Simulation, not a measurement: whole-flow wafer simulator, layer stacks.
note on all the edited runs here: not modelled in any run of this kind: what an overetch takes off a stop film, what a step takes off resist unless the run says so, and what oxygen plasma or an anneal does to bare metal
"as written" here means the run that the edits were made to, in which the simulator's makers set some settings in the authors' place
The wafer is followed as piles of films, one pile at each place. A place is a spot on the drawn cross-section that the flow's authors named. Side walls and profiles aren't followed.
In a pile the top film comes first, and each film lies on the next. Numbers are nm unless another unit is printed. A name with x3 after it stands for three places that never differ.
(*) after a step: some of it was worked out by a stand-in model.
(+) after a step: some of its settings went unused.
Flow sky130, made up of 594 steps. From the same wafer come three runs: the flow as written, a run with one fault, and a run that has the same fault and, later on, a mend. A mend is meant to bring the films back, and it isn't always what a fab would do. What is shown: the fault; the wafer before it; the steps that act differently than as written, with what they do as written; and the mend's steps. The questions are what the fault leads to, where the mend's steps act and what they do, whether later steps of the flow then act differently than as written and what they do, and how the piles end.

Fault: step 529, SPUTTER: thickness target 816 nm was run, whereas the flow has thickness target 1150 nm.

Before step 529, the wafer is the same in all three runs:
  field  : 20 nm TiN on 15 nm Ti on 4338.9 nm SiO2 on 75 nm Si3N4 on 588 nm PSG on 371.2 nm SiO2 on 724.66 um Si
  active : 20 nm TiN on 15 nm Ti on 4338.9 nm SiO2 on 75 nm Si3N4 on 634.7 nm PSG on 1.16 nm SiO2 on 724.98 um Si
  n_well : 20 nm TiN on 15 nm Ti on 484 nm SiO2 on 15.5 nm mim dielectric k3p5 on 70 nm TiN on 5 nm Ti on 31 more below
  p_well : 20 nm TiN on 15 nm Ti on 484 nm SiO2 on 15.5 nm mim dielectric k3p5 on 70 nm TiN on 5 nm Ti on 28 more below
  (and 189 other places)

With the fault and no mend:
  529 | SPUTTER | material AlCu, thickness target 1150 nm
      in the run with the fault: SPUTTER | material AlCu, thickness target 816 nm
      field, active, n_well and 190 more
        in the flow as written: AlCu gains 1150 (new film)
        in the run with the fault: AlCu gains 816 (new film)
  Steps further on in the flow that do not act as written (3 other steps are not shown; they differ only slightly, by no more than 2% or 0.5 nm, whichever is larger):
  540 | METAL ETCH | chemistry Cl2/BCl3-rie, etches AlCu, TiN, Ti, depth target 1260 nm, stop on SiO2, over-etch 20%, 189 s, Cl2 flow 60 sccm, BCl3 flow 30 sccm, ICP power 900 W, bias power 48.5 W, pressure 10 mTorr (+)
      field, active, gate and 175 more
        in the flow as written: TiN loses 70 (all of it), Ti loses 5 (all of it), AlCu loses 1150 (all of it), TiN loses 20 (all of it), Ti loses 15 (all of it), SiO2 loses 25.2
        in the run with the fault: TiN loses 70 (all of it), Ti loses 5 (all of it), AlCu loses 816 (all of it), TiN loses 20 (all of it), Ti loses 15 (all of it), SiO2 loses 58.6
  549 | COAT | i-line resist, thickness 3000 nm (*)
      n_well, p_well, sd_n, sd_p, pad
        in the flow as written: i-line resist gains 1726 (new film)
        in the run with the fault: i-line resist gains 2024.1 (new film)
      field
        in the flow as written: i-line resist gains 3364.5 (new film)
        in the run with the fault: i-line resist gains 3276.3 (new film)
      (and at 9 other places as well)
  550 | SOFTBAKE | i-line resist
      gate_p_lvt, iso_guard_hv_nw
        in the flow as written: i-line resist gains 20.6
        in the run with the fault: i-line resist gains 14.6
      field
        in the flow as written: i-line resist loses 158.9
        in the run with the fault: i-line resist loses 126.5
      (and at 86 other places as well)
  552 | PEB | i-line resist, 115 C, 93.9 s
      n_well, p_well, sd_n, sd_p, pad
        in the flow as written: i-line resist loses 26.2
        in the run with the fault: i-line resist loses 31.3
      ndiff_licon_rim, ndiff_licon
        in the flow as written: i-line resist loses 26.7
        in the run with the fault: i-line resist loses 31.6
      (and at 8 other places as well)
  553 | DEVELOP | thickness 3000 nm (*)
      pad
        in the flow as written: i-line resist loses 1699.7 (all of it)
        in the run with the fault: i-line resist loses 1992.9 (all of it)
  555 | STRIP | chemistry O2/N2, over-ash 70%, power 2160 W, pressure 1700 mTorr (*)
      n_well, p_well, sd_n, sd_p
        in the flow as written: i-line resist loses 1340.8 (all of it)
        in the run with the fault: i-line resist loses 1634 (all of it)
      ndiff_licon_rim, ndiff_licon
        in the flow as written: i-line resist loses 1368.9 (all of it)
        in the run with the fault: i-line resist loses 1654.4 (all of it)
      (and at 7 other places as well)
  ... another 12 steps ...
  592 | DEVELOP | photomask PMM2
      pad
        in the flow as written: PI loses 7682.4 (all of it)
        in the run with the fault: PI loses 7983 (all of it)
  The piles end different from the flow's at n_well, p_well, gate_hv and 103 more by more than 2% or 0.5 nm, whichever is larger.
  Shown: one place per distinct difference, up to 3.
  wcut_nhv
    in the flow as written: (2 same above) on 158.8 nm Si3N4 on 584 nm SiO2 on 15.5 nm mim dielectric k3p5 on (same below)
    in the run with the fault: (2 same above) on 158.8 nm Si3N4 on 550.6 nm SiO2 on 15.5 nm mim dielectric k3p5 on (same below)
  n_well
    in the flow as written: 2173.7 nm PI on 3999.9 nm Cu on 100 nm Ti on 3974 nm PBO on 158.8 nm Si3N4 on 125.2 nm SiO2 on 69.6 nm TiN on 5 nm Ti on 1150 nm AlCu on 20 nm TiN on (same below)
    in the run with the fault: 2213 nm PI on 3999.9 nm Cu on 100 nm Ti on 4214.1 nm PBO on 158.8 nm Si3N4 on 125.2 nm SiO2 on 69.6 nm TiN on 5 nm Ti on 816 nm AlCu on 20 nm TiN on (same below)
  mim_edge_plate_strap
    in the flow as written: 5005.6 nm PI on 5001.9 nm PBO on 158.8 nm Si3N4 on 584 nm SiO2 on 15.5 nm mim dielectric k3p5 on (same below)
    in the run with the fault: 5005.9 nm PI on 5001.4 nm PBO on 158.8 nm Si3N4 on 550.6 nm SiO2 on 15.5 nm mim dielectric k3p5 on (same below)

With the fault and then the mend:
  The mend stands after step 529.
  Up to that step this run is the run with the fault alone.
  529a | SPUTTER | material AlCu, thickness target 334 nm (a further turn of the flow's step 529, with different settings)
      field, active, n_well and 190 more
        AlCu gains 334
  Every later step of the flow that is run acts as written at every place that is followed.
  The piles end the same as the flow's at every place that both follow.
